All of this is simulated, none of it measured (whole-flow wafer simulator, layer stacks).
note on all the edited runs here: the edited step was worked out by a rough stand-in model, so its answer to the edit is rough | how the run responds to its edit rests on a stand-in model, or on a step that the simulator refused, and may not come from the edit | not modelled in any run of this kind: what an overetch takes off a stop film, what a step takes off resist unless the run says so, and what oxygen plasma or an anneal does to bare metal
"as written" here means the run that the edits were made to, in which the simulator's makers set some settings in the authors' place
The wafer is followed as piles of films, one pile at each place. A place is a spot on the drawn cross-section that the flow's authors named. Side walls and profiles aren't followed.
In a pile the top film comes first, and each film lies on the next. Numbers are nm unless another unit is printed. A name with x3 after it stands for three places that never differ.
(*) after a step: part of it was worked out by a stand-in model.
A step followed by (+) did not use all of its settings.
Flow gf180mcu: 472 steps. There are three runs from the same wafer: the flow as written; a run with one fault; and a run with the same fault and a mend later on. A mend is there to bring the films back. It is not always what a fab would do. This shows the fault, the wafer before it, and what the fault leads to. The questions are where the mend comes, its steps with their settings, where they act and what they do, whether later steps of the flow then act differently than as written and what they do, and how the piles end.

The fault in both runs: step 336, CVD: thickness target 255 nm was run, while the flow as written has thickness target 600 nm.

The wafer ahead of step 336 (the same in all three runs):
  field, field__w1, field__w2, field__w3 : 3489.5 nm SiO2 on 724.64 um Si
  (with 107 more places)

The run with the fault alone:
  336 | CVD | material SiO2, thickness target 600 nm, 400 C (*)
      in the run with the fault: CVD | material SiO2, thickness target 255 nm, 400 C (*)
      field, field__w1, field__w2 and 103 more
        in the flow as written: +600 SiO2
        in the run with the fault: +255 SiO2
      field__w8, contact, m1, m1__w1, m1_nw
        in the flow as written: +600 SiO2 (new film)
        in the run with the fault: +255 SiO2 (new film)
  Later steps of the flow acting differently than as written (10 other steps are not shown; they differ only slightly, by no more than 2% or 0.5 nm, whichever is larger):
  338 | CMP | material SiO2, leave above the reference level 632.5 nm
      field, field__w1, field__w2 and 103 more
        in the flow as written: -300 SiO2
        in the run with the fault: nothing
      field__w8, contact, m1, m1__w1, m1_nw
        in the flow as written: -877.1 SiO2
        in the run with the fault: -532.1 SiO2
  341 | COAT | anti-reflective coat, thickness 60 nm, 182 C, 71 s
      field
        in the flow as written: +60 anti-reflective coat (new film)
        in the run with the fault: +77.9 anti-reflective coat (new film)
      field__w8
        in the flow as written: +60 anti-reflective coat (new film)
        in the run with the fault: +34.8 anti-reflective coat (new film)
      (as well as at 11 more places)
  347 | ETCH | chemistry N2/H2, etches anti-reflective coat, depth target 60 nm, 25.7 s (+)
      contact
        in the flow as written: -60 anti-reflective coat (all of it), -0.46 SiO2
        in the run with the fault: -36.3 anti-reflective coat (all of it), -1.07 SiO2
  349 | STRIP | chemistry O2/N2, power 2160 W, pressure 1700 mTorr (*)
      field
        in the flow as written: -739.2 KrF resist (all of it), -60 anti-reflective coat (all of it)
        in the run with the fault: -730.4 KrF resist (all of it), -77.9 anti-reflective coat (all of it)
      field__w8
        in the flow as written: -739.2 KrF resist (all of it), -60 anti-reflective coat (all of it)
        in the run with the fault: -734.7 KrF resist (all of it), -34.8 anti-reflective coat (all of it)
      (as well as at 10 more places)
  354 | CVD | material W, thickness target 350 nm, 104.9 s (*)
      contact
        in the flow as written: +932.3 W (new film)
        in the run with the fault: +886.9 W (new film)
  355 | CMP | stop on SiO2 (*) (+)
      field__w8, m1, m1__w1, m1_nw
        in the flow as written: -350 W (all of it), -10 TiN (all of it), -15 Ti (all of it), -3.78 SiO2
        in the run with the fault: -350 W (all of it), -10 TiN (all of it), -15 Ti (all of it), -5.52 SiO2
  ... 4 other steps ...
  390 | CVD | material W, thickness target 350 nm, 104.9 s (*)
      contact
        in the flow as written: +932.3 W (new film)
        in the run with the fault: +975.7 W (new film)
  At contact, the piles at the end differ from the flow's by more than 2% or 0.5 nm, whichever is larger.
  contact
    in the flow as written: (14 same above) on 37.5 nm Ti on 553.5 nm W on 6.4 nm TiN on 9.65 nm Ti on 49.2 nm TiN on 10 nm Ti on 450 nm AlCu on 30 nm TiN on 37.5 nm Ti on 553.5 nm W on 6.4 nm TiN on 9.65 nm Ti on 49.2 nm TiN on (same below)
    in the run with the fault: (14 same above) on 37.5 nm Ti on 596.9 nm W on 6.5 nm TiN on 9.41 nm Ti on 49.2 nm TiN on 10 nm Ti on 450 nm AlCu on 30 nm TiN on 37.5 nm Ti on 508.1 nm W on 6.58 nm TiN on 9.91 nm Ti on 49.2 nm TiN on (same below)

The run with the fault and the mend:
  The mend follows step 336.
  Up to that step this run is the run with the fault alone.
  336a | CVD | material SiO2, thickness target 345 nm, 400 C (*) (the flow's step 336, run once more with other settings)
      field, field__w1, field__w2 and 108 more
        +345 SiO2
  None of the later steps of the flow acts differently than as written at any place that is followed.
  By the end, the piles equal the flow's at every place that both follow.
